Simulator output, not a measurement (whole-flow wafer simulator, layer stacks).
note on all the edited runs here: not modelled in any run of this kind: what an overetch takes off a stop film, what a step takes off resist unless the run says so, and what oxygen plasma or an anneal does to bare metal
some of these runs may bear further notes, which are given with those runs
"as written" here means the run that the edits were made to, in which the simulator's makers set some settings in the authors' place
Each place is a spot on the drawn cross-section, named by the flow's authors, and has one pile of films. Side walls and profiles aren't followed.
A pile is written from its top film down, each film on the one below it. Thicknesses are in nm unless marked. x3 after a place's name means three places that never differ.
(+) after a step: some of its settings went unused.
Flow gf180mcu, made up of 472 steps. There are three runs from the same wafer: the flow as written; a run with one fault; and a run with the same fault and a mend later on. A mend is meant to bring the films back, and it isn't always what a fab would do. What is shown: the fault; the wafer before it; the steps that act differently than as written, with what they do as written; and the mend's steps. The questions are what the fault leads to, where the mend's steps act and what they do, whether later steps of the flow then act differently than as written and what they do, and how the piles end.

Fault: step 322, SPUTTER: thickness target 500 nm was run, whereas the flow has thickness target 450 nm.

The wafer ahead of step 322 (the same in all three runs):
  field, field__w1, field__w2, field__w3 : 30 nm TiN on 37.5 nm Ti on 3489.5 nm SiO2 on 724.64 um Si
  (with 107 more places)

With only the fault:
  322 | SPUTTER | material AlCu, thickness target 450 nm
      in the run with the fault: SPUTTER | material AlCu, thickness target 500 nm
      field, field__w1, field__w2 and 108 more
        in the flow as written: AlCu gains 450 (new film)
        in the run with the fault: AlCu gains 500 (new film)
  Steps later in the flow that act otherwise than as written:
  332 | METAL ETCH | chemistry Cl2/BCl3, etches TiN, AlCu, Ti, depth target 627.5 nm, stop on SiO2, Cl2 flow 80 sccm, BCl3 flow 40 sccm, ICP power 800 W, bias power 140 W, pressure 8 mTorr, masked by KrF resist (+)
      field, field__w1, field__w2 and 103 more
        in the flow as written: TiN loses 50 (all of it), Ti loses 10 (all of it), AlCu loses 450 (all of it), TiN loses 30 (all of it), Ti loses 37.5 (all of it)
        in the run with the fault: TiN loses 50 (all of it), Ti loses 10 (all of it), AlCu loses 500 (all of it), TiN loses 30 (all of it), Ti loses 37.5 (all of it)
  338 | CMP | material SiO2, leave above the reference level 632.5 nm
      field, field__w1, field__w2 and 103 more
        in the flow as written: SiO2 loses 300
        in the run with the fault: SiO2 loses 250
  The piles end different from the flow's at field__w8, contact, m1, m1__w1, m1_nw by more than 2% or 0.5 nm, whichever is larger.
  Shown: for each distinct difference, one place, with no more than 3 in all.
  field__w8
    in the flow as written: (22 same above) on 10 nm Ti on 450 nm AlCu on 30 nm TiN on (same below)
    in the run with the fault: (22 same above) on 10 nm Ti on 500 nm AlCu on 30 nm TiN on (same below)
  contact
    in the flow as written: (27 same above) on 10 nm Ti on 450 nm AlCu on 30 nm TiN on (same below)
    in the run with the fault: (27 same above) on 10 nm Ti on 500 nm AlCu on 30 nm TiN on (same below)

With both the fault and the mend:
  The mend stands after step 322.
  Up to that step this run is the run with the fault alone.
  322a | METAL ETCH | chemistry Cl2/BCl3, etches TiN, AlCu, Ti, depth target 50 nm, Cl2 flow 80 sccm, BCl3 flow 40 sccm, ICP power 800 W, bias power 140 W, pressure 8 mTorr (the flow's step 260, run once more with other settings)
      field, field__w1, field__w2 and 108 more
        AlCu loses 50
  Every later step of the flow that is run acts as written at every place that is followed.
  The piles end the same as the flow's at every place that both follow.
